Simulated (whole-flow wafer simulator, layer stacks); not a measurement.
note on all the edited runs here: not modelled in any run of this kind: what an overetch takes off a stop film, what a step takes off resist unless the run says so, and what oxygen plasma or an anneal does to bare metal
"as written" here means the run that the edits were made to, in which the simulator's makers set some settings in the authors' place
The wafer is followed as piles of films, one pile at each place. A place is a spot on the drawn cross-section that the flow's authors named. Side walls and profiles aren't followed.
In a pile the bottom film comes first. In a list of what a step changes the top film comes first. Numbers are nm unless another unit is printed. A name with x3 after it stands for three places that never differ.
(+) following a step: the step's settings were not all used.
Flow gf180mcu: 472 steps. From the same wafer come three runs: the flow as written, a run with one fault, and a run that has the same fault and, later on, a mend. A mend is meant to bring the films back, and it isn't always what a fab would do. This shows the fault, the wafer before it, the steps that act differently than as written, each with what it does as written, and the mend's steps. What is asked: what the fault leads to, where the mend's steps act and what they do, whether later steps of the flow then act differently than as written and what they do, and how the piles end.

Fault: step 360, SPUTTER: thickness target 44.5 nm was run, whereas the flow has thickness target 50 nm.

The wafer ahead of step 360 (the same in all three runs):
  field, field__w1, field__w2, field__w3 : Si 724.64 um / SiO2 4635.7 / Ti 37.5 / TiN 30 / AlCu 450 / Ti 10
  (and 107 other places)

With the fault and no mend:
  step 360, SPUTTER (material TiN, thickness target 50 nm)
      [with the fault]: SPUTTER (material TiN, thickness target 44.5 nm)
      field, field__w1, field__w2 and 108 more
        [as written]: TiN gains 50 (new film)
        [with the fault]: TiN gains 44.5 (new film)
  Steps further on in the flow that do not act as written (not shown: 5 more steps that differ only slightly, by at most 2% or 0.5 nm, whichever is larger):
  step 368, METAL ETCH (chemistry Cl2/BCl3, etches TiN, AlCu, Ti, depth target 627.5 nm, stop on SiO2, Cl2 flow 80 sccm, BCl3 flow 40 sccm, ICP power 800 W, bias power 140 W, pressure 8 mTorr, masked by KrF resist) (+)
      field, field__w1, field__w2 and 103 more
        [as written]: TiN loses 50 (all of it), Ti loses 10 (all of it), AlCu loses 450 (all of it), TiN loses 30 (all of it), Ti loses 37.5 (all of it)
        [with the fault]: TiN loses 44.5 (all of it), Ti loses 10 (all of it), AlCu loses 450 (all of it), TiN loses 30 (all of it), Ti loses 37.5 (all of it)
  At field__w8, contact, m1, m1__w1, m1_nw, the piles at the end differ from the flow's by more than 2% or 0.5 nm, whichever is larger.
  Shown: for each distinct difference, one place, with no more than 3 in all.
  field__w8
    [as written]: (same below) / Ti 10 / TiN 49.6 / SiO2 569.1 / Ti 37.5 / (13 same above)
    [with the fault]: (same below) / Ti 10 / TiN 44.1 / SiO2 574.6 / Ti 37.5 / (13 same above)
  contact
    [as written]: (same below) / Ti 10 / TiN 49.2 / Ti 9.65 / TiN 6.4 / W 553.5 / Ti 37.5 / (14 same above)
    [with the fault]: (same below) / Ti 10 / TiN 43.7 / Ti 9.62 / TiN 6.38 / W 559.1 / Ti 37.5 / (14 same above)

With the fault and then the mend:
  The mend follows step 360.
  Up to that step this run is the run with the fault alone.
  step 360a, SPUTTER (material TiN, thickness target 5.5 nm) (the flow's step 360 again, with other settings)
      field, field__w1, field__w2 and 108 more
        TiN gains 5.5
  Every later step of the flow that is run acts as written at every place that is followed.
  The piles end the same as the flow's at every place that both follow.
